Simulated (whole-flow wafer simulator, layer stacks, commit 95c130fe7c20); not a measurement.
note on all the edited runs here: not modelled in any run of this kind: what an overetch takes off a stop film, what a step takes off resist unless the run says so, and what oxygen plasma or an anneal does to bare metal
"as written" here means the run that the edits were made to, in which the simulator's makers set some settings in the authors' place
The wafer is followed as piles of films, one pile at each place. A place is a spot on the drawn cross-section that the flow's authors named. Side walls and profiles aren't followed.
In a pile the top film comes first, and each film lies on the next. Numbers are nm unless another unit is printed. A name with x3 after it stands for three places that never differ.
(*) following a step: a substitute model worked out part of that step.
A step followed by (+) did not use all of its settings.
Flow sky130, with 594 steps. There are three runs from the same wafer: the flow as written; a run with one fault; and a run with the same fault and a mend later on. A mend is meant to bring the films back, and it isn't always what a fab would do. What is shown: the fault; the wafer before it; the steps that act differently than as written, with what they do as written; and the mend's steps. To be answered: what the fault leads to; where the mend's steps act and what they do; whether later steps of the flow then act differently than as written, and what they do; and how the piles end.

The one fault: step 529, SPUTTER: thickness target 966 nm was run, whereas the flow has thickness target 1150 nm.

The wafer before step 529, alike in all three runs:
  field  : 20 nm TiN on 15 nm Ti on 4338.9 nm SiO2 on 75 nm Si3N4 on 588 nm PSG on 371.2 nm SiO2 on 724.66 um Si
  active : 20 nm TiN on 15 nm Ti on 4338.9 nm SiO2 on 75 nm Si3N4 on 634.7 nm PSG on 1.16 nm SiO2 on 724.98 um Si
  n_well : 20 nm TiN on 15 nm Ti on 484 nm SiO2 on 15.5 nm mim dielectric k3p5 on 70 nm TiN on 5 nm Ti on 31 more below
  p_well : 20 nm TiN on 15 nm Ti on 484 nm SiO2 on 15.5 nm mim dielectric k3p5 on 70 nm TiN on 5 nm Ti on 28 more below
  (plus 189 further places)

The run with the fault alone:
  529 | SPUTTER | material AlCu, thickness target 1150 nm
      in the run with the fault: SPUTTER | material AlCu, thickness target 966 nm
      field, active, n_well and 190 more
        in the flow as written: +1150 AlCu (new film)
        in the run with the fault: +966 AlCu (new film)
  Steps further on in the flow that do not act as written (not shown: 3 more steps that differ only slightly, by at most 2% or 0.5 nm, whichever is larger):
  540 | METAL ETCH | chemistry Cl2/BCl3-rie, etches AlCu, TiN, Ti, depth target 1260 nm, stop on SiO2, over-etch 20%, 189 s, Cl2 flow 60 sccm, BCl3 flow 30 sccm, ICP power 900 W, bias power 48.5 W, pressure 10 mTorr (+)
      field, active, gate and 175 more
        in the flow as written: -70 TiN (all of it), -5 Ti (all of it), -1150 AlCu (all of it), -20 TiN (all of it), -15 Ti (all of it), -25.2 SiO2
        in the run with the fault: -70 TiN (all of it), -5 Ti (all of it), -966 AlCu (all of it), -20 TiN (all of it), -15 Ti (all of it), -43.6 SiO2
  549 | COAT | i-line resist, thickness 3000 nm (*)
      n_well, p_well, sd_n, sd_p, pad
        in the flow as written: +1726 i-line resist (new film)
        in the run with the fault: +1890.2 i-line resist (new film)
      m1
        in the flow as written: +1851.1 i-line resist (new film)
        in the run with the fault: +1991.4 i-line resist (new film)
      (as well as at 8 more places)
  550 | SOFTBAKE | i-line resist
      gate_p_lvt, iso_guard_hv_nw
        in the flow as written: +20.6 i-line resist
        in the run with the fault: +17.2 i-line resist
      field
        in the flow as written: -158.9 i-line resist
        in the run with the fault: -141.8 i-line resist
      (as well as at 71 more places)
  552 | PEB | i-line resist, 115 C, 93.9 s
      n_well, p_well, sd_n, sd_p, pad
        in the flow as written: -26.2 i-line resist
        in the run with the fault: -29 i-line resist
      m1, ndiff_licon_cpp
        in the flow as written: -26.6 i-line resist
        in the run with the fault: -29.3 i-line resist
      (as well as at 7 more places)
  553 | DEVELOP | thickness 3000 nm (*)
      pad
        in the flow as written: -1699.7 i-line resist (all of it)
        in the run with the fault: -1861.3 i-line resist (all of it)
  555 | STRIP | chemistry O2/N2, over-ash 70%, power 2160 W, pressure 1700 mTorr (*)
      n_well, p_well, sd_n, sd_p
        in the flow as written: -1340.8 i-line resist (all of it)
        in the run with the fault: -1502.3 i-line resist (all of it)
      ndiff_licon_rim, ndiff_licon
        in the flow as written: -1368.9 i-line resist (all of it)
        in the run with the fault: -1526.1 i-line resist (all of it)
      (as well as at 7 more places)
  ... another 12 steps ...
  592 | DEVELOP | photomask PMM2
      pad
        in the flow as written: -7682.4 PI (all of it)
        in the run with the fault: -7848 PI (all of it)
  The piles end different from the flow's at n_well, p_well, gate_hv and 102 more by more than 2% or 0.5 nm, whichever is larger.
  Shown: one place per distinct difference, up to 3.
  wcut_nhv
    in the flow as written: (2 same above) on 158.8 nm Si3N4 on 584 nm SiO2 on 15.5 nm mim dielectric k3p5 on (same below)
    in the run with the fault: (2 same above) on 158.8 nm Si3N4 on 565.6 nm SiO2 on 15.5 nm mim dielectric k3p5 on (same below)
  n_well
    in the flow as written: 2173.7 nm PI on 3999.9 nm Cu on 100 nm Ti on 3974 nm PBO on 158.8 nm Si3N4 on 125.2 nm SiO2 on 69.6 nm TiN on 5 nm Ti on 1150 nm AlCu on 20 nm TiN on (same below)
    in the run with the fault: 2195.4 nm PI on 3999.9 nm Cu on 100 nm Ti on 4106.3 nm PBO on 158.8 nm Si3N4 on 125.2 nm SiO2 on 69.6 nm TiN on 5 nm Ti on 966 nm AlCu on 20 nm TiN on (same below)
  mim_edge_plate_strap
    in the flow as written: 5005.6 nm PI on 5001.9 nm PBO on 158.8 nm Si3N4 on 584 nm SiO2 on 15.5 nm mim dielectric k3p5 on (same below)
    in the run with the fault: 5005.8 nm PI on 5001.6 nm PBO on 158.8 nm Si3N4 on 565.6 nm SiO2 on 15.5 nm mim dielectric k3p5 on (same below)

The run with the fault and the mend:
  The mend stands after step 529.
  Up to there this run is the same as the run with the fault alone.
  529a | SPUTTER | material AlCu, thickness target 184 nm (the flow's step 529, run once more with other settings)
      field, active, n_well and 190 more
        +184 AlCu
  None of the later steps of the flow acts differently than as written at any place that is followed.
  The piles end the same as the flow's at every place that both follow.
